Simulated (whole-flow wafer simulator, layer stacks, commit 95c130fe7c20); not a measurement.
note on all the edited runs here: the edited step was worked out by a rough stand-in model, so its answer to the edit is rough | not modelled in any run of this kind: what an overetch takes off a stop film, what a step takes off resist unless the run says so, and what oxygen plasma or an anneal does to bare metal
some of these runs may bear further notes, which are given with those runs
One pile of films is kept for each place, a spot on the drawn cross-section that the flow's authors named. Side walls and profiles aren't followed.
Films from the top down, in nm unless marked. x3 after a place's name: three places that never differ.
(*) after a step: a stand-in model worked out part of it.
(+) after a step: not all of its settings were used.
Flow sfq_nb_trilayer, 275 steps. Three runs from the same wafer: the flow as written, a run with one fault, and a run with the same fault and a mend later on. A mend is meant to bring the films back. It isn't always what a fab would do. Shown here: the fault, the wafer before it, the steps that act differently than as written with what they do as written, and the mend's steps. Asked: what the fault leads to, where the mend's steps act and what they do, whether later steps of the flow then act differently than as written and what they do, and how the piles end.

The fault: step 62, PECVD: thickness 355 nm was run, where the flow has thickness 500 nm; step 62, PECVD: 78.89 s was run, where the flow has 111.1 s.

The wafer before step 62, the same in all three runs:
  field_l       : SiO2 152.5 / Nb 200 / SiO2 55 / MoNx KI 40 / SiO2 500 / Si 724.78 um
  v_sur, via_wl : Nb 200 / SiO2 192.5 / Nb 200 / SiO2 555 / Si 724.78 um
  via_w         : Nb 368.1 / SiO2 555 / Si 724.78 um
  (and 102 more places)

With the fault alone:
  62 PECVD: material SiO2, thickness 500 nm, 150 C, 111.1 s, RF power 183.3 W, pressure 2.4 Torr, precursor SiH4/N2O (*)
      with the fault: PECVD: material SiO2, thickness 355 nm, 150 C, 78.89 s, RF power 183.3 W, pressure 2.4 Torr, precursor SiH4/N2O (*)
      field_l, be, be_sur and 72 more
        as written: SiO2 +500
        with the fault: SiO2 +355
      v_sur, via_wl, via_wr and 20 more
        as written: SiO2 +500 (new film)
        with the fault: SiO2 +355 (new film)
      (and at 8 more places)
  Later steps of the flow that act differently than as written (6 more steps differ only slightly, by at most 2% or 0.5 nm, whichever is larger, and aren't shown):
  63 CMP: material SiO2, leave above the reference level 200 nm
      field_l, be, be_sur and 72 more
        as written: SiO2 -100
        with the fault: nothing
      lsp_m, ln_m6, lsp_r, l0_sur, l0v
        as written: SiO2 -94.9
        with the fault: nothing
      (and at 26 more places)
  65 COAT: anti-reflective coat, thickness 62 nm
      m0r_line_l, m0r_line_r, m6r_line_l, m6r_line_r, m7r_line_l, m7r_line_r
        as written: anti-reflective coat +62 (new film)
        with the fault: anti-reflective coat +63.3 (new film)
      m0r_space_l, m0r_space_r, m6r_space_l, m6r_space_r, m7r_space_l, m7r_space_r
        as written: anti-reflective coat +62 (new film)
        with the fault: anti-reflective coat +68.4 (new film)
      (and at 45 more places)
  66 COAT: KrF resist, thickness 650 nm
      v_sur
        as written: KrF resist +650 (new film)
        with the fault: KrF resist +633.1 (new film)
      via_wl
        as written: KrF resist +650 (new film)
        with the fault: KrF resist +635.1 (new film)
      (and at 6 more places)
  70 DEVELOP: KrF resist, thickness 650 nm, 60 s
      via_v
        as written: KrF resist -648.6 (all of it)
        with the fault: KrF resist -632.7 (all of it)
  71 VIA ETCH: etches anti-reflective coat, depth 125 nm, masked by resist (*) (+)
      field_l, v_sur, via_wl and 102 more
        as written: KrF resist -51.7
        with the fault: KrF resist -48.7
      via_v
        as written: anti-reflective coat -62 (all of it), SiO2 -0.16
        with the fault: anti-reflective coat -58.5 (all of it), SiO2 -0.15
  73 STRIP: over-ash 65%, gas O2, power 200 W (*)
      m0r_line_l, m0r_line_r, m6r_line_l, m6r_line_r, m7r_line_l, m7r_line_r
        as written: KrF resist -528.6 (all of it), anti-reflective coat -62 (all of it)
        with the fault: KrF resist -539.9 (all of it), anti-reflective coat -63.3 (all of it)
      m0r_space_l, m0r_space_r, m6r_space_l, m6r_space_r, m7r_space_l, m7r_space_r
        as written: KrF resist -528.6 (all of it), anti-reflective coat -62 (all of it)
        with the fault: KrF resist -536.4 (all of it), anti-reflective coat -68.4 (all of it)
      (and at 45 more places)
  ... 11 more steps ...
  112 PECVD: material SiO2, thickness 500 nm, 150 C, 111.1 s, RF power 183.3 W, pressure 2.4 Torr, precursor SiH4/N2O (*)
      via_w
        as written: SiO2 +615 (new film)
        with the fault: SiO2 +644.2 (new film)
  At the end the piles differ from the flow's by more than 2% or 0.5 nm, whichever is larger, at via_w.
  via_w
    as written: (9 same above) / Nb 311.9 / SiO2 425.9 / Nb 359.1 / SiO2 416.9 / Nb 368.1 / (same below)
    with the fault: (9 same above) / Nb 311.9 / SiO2 455.1 / Nb 353.9 / SiO2 392.9 / Nb 368.1 / (same below)

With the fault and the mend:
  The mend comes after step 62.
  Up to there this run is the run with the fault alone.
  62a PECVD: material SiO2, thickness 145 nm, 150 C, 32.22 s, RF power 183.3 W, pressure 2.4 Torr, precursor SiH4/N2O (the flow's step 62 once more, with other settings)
      field_l, v_sur, via_wl and 102 more
        SiO2 +145
      via_w
        SiO2 +137.7
  Later steps of the flow that act differently than as written:
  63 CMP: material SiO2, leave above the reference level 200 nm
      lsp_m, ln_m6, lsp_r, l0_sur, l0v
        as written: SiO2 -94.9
        with the mend: SiO2 -100
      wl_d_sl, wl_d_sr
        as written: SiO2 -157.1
        with the mend: SiO2 -100
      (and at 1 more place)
  At the end the piles are the same as the flow's at every place that both follow.
